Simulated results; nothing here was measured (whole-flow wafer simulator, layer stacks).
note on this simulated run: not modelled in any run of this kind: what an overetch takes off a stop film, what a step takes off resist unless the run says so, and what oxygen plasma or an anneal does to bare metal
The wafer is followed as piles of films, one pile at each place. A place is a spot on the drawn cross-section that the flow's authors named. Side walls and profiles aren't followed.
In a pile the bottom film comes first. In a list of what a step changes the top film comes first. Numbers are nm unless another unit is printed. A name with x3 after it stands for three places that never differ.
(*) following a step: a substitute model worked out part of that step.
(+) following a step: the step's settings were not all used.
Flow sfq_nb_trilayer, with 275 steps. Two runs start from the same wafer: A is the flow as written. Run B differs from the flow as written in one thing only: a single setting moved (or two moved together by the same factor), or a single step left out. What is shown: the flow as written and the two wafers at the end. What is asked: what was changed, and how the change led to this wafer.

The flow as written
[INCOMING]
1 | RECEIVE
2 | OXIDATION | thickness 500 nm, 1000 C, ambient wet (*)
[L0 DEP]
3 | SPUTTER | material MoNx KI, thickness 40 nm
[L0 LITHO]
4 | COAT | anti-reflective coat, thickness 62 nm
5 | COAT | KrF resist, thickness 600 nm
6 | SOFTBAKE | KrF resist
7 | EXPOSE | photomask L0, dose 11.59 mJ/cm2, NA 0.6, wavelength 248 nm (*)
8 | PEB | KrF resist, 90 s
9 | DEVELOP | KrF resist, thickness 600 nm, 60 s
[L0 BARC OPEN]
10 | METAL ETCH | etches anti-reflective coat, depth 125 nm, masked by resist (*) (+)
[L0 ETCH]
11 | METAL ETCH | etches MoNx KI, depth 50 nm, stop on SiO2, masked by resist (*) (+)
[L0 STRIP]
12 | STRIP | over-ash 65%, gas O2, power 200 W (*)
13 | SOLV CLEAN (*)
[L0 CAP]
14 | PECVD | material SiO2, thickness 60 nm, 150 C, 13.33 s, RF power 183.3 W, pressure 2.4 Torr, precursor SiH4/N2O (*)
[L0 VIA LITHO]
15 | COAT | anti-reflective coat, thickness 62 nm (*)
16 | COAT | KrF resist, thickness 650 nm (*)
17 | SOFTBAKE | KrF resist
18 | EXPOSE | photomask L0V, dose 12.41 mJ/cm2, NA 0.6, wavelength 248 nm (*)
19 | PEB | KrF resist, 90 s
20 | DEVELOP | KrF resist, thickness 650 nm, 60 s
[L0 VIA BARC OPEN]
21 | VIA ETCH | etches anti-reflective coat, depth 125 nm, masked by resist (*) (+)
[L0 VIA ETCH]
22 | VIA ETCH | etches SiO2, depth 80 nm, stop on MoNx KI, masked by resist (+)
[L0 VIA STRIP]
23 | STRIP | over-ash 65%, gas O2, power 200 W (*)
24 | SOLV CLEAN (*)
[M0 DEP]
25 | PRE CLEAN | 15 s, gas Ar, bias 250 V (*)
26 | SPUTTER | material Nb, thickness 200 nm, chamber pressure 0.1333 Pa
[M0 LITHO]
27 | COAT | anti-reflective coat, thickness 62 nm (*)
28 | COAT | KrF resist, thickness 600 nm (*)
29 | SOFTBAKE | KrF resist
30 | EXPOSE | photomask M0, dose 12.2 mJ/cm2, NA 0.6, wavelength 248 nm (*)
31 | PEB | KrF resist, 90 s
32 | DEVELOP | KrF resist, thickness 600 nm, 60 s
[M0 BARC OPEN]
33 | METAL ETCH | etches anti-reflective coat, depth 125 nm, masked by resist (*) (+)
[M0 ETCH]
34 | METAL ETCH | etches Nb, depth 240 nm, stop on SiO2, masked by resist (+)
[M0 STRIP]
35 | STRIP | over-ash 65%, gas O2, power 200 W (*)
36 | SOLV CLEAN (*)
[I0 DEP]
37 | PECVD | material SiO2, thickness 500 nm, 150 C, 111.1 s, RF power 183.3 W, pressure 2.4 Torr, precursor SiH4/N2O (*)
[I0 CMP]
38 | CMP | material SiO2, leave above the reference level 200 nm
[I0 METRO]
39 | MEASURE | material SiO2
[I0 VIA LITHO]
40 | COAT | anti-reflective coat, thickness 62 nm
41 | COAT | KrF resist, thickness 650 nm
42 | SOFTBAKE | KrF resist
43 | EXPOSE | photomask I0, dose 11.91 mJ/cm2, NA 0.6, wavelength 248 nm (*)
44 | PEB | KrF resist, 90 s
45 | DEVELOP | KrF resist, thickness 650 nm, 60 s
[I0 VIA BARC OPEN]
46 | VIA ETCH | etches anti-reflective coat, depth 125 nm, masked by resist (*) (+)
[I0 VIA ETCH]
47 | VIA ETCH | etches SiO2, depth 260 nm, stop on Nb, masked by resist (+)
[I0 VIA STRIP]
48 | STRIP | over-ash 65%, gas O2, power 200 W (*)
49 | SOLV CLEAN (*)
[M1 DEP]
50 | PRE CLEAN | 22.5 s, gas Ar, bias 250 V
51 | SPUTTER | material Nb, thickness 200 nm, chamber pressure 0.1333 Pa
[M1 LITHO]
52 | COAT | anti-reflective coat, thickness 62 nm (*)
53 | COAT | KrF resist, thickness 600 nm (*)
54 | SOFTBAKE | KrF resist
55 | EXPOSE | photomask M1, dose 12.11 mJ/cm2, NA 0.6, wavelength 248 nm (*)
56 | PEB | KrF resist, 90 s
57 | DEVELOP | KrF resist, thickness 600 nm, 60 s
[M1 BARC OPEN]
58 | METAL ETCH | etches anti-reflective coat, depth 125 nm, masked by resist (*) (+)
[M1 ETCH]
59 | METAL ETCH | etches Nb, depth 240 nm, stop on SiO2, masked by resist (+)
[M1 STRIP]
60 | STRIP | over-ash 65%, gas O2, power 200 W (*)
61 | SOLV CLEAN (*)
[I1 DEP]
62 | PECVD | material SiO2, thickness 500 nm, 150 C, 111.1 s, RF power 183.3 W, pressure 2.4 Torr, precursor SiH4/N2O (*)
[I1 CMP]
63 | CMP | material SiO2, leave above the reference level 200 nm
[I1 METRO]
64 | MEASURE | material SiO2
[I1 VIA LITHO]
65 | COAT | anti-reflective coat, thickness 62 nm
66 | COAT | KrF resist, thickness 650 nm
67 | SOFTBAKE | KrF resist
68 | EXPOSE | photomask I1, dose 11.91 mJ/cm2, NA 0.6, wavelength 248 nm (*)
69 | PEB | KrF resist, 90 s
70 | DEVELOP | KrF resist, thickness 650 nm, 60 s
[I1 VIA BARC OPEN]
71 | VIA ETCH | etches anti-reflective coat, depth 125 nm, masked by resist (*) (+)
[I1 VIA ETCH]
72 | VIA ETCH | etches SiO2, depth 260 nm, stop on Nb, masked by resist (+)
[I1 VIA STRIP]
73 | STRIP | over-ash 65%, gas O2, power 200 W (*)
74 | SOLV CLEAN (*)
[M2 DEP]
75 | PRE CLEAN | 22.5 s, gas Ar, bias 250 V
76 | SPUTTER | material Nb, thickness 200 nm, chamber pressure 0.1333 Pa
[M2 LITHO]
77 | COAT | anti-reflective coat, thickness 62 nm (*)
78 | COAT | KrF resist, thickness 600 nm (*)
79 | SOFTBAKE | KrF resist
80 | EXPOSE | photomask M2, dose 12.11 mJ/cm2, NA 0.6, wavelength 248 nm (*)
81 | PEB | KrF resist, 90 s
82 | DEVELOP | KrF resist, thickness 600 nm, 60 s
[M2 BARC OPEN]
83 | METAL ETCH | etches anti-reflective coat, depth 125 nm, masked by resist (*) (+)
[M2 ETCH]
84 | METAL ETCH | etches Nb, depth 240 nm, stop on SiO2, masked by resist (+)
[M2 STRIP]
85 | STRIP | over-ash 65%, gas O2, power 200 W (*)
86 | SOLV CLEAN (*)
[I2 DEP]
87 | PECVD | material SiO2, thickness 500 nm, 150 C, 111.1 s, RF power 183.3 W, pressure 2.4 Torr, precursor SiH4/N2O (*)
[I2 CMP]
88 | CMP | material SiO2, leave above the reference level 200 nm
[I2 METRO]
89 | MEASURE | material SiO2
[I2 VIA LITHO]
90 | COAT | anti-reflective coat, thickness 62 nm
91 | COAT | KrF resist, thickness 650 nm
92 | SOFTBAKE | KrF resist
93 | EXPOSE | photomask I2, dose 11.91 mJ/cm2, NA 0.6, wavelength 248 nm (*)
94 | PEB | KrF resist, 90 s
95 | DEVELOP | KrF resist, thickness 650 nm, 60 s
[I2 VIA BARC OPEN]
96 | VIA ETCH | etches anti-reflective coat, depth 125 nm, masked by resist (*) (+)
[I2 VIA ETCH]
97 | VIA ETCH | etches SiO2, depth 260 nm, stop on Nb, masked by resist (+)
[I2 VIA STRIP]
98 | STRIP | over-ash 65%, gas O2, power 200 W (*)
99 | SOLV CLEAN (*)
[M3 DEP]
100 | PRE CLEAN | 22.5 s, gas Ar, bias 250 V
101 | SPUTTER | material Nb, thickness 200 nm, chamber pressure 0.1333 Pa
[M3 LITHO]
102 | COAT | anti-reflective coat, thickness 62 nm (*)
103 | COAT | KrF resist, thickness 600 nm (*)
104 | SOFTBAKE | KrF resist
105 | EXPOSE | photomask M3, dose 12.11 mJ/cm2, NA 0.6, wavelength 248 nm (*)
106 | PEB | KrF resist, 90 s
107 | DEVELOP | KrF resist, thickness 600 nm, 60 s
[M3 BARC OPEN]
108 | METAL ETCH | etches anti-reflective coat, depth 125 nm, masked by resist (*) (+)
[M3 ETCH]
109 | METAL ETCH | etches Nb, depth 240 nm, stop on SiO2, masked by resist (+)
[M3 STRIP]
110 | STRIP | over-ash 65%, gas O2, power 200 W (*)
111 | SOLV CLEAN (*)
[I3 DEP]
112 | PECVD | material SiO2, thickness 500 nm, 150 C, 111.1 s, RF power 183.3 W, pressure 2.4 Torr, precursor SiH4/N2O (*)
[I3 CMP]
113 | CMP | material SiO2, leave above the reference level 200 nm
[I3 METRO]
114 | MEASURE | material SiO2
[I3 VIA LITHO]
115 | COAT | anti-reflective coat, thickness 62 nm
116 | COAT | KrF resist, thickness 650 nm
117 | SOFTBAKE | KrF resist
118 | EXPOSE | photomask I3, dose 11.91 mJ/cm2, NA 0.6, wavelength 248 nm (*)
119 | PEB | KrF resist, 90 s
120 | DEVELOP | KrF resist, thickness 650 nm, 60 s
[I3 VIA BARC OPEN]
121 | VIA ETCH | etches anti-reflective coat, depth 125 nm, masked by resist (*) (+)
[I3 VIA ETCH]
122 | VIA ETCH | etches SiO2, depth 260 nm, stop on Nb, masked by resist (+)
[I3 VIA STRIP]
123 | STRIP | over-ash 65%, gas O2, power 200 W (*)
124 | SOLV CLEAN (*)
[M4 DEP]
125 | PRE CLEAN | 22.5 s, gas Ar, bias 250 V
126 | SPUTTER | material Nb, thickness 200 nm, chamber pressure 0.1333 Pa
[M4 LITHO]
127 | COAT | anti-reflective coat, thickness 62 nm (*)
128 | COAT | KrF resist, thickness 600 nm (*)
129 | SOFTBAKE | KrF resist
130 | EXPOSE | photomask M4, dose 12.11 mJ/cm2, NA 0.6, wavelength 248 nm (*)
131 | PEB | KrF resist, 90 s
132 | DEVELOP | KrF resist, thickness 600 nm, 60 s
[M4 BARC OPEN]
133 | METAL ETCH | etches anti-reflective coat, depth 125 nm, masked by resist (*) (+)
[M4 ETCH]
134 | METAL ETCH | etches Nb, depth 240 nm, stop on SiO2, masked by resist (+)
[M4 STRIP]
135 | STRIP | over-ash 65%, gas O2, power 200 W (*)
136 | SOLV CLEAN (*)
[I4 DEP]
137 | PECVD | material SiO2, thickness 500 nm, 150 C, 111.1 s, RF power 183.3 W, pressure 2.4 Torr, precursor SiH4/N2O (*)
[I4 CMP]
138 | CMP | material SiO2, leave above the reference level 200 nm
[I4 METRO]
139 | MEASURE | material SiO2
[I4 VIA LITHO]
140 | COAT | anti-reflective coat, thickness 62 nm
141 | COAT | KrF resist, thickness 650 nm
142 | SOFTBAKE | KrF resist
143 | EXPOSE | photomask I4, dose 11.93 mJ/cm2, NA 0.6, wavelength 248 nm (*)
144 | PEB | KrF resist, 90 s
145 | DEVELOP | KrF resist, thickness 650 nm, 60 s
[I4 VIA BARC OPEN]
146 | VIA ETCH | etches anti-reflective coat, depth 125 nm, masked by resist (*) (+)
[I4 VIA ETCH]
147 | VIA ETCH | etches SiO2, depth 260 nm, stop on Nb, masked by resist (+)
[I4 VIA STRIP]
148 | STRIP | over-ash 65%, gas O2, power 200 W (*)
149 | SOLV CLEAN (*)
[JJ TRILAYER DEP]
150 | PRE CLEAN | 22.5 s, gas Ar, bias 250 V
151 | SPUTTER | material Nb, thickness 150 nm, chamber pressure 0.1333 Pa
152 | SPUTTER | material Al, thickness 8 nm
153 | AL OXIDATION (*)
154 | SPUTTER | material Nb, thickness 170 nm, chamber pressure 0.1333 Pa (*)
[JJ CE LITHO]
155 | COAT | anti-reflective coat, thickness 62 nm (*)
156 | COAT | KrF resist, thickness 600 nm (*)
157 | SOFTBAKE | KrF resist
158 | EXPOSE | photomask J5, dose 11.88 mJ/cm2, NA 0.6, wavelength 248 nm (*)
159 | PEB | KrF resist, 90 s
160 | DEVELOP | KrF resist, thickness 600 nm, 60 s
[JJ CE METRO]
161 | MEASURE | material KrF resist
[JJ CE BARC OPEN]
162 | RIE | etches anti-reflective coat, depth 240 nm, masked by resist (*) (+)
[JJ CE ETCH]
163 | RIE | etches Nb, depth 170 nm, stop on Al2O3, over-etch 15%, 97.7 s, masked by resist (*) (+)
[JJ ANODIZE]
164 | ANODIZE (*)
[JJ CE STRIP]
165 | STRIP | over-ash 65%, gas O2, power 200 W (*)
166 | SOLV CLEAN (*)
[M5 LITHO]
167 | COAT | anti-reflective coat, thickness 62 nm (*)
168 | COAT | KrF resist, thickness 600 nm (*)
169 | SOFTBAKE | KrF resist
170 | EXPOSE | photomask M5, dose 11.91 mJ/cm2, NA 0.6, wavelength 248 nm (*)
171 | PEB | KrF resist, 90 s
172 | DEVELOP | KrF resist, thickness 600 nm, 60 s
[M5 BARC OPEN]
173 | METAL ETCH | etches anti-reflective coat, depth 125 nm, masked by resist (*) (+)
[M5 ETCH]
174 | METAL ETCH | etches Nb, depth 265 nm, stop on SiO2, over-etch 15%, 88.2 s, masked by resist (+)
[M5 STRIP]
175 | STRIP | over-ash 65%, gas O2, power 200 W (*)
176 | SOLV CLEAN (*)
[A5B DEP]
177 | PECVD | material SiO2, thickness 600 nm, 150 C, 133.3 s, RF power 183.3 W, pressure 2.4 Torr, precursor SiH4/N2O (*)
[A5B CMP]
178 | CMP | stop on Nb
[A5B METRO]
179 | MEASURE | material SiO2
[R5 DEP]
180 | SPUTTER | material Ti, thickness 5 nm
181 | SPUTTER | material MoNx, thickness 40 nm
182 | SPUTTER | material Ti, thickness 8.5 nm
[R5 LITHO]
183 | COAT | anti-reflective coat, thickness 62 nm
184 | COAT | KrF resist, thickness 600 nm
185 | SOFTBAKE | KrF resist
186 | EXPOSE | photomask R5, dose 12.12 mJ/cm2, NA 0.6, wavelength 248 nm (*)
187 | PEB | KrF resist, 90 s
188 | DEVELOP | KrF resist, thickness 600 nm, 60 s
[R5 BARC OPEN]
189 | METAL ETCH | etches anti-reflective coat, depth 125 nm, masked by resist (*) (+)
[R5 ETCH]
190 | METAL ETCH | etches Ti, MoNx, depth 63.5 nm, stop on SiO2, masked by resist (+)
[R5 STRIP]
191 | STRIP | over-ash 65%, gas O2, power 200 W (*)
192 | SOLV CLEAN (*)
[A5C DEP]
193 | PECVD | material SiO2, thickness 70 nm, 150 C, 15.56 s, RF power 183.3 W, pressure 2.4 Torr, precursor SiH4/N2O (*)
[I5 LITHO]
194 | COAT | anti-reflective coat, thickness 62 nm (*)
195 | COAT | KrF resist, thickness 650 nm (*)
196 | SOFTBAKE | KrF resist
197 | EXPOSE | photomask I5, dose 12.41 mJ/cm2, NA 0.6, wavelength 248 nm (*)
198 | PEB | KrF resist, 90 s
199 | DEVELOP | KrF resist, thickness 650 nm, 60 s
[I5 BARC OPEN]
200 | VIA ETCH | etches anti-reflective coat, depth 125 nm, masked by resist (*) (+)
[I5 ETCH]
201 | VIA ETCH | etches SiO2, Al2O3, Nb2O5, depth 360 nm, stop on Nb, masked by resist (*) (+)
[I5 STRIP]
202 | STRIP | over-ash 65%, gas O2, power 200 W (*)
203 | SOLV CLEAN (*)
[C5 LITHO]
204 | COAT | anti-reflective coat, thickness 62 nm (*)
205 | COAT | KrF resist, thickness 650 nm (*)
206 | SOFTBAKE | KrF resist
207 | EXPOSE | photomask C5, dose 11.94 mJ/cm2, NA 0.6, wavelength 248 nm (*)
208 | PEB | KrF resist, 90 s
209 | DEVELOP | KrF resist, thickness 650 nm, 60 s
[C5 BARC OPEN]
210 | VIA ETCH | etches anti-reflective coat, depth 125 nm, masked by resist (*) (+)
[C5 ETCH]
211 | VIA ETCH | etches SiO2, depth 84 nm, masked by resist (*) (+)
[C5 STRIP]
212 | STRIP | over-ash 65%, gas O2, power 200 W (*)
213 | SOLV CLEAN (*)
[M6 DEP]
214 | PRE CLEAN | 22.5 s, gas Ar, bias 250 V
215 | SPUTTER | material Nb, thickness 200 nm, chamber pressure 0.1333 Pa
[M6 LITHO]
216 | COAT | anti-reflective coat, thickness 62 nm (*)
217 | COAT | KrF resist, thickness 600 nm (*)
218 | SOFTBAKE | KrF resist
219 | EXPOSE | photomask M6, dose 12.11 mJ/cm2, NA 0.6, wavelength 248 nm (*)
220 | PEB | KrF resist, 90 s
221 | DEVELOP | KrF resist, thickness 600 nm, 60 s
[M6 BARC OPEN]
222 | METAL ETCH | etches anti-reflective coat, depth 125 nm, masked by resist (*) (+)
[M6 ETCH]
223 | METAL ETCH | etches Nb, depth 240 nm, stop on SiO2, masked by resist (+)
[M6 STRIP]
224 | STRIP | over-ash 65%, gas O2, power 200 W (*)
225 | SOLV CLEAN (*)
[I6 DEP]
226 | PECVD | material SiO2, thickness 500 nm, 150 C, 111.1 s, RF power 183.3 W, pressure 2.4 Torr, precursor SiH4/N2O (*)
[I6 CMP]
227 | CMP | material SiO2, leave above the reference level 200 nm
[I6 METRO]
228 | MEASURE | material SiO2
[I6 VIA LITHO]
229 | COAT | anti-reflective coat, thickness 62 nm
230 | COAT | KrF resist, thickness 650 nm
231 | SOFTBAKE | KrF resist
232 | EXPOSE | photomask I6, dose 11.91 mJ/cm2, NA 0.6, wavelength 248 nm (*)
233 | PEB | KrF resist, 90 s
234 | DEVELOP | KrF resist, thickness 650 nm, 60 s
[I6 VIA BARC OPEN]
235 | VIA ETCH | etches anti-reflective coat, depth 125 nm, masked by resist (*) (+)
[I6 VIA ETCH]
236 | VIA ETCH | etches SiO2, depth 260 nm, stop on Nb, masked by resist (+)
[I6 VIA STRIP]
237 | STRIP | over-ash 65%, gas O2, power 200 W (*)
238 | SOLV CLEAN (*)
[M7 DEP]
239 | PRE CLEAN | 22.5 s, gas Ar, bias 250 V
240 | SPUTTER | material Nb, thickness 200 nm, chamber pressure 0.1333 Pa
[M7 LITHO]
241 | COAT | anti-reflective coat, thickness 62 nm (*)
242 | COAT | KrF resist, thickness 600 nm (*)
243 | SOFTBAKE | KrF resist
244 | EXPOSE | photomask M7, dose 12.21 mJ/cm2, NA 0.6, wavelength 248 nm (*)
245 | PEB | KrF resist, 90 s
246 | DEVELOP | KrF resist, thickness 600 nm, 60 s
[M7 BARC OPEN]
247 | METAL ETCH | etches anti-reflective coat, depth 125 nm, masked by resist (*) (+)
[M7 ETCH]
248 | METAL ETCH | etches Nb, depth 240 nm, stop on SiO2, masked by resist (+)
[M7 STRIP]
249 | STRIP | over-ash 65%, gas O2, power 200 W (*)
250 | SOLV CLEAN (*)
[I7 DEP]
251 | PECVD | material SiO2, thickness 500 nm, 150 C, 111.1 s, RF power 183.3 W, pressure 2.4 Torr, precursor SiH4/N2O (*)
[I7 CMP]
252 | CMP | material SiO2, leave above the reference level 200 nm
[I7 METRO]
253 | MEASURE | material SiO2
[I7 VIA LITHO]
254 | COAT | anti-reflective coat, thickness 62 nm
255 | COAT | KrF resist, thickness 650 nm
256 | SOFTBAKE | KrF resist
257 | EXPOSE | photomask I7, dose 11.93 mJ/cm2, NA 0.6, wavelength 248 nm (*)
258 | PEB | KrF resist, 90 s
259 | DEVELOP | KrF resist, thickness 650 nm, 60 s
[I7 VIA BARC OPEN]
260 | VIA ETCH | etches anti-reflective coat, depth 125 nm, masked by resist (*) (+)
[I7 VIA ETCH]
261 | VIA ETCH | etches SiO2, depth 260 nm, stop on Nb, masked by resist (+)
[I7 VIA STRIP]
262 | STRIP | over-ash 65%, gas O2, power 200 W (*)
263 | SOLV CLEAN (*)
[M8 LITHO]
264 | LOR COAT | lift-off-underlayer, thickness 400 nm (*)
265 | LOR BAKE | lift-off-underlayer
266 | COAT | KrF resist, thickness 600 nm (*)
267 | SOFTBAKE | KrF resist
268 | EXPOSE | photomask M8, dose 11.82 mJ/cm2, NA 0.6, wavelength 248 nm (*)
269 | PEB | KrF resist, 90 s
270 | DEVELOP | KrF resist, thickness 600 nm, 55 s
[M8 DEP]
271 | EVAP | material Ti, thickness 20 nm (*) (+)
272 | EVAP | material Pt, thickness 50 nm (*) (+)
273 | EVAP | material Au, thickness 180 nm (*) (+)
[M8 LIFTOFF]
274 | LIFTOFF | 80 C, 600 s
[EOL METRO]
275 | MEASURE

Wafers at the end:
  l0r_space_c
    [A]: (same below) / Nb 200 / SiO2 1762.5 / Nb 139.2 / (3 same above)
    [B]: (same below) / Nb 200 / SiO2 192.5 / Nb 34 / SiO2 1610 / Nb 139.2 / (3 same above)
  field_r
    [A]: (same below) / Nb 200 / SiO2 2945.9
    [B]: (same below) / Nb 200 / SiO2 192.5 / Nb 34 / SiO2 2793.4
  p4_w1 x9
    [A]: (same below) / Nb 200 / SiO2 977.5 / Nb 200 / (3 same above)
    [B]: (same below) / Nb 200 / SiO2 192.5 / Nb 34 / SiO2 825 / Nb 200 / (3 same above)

Cause: step 51, SPUTTER: thickness 274 nm was run, whereas the flow has thickness 200 nm.

Step by step, how the change led to this:
  51 | SPUTTER | material Nb, thickness 200 nm, chamber pressure 0.1333 Pa
      field_l, v_sur, via_wl and 102 more: A +200 Nb (new film) | B +274 Nb (new film)
      via_w: A +174.5 Nb | B +240.1 Nb
  52 | COAT | anti-reflective coat, thickness 62 nm (*)
      via_wr: A +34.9 anti-reflective coat (new film) | B +33.4 anti-reflective coat (new film)
  59 | METAL ETCH | etches Nb, depth 240 nm, stop on SiO2, masked by resist (+)
      field_l, be, be_sur and 79 more: A -200 Nb (all of it) | B -240 Nb
  60 | STRIP | over-ash 65%, gas O2, power 200 W (*)
      via_wr: A -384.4 KrF resist (all of it), -34.9 anti-reflective coat (all of it) | B -384.8 KrF resist (all of it), -33.4 anti-reflective coat (all of it)
  62 | PECVD | material SiO2, thickness 500 nm, 150 C, 111.1 s, RF power 183.3 W, pressure 2.4 Torr, precursor SiH4/N2O (*)
      field_l, be, be_sur and 72 more: A +500 SiO2 | B +500 SiO2 (new film)
      lsp_m, ln_m6, lsp_r, l0_sur, l0v: A +494.9 SiO2 | B +493.9 SiO2 (new film)
      (also at 3 further places)
  63 | CMP | material SiO2, leave above the reference level 200 nm
      field_l, be, be_sur and 72 more: A -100 SiO2 | B -60 SiO2
      lsp_m, ln_m6, lsp_r, l0_sur, l0v: A -94.9 SiO2 | B -53.9 SiO2
      (also at 1 further place)
Taking metal films that touch as one body, l0r_space_c has 3 bodies (between them, from the top down: SiO2 1610; SiO2 192.5); the flow as written gives 2 bodies (between them, from the top down: SiO2 1762.5).
Taking metal films that touch as one body, field_r has 2 bodies (between them, from the top down: SiO2 192.5); the flow as written gives 1 body.
Taking metal films that touch as one body, p4_w1 x9 has 4 bodies (between them, from the top down: SiO2 192.5; SiO2 825; SiO2 192.5); the flow as written gives 3 bodies (between them, from the top down: SiO2 192.5; SiO2 977.5).
